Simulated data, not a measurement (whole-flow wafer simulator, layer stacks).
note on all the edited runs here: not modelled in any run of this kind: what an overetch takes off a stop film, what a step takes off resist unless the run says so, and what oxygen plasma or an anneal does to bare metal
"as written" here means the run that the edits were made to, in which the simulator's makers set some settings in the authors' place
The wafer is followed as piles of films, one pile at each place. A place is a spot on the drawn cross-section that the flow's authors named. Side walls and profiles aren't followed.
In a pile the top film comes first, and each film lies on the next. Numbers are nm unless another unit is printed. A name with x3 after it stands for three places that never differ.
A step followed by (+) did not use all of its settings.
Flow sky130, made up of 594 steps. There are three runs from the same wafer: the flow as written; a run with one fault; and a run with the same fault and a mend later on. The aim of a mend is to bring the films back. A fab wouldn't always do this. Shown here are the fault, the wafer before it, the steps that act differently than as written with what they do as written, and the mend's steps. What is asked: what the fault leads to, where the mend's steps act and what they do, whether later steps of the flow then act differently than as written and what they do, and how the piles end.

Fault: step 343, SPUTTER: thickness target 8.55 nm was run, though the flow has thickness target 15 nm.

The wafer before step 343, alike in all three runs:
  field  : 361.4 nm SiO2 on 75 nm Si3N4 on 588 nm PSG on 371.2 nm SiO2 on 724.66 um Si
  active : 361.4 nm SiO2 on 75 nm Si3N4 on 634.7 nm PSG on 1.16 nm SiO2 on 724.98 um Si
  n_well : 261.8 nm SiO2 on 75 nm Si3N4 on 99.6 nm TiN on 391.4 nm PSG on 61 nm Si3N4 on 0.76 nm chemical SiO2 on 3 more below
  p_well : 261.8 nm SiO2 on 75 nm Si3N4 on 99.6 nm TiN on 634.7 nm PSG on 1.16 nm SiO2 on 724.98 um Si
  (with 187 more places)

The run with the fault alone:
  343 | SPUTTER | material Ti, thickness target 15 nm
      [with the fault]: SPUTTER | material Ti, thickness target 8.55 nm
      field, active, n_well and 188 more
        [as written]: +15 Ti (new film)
        [with the fault]: +8.55 Ti (new film)
  Later steps of the flow acting differently than as written (not shown: 16 more steps that differ only slightly, by at most 2% or 0.5 nm, whichever is larger):
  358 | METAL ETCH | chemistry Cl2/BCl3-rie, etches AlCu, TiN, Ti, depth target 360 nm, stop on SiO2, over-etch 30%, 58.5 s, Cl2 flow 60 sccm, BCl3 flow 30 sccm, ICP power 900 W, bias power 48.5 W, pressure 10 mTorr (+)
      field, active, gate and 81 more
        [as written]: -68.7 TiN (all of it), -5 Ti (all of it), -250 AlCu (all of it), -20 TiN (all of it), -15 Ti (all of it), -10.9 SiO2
        [with the fault]: -68.7 TiN (all of it), -5 Ti (all of it), -250 AlCu (all of it), -20 TiN (all of it), -8.55 Ti (all of it), -11.6 SiO2
  By the end, the piles at n_well, p_well, gate_hv and 104 more depart from the flow's by more than 2% or 0.5 nm, whichever is larger.
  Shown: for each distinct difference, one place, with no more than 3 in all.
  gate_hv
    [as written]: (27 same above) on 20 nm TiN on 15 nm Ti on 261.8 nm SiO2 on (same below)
    [with the fault]: (27 same above) on 20 nm TiN on 8.55 nm Ti on 261.8 nm SiO2 on (same below)
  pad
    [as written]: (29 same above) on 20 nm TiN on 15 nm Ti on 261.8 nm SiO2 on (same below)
    [with the fault]: (29 same above) on 20 nm TiN on 8.55 nm Ti on 261.8 nm SiO2 on (same below)
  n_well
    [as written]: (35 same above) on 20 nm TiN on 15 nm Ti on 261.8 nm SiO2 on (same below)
    [with the fault]: (35 same above) on 20 nm TiN on 8.55 nm Ti on 261.8 nm SiO2 on (same below)

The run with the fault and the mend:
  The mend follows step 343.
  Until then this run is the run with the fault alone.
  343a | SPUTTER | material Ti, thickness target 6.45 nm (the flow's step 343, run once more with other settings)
      field, active, n_well and 188 more
        +6.45 Ti
  Every later step of the flow that is run acts as written at every place that is followed.
  The piles end the same as the flow's at every place that both follow.
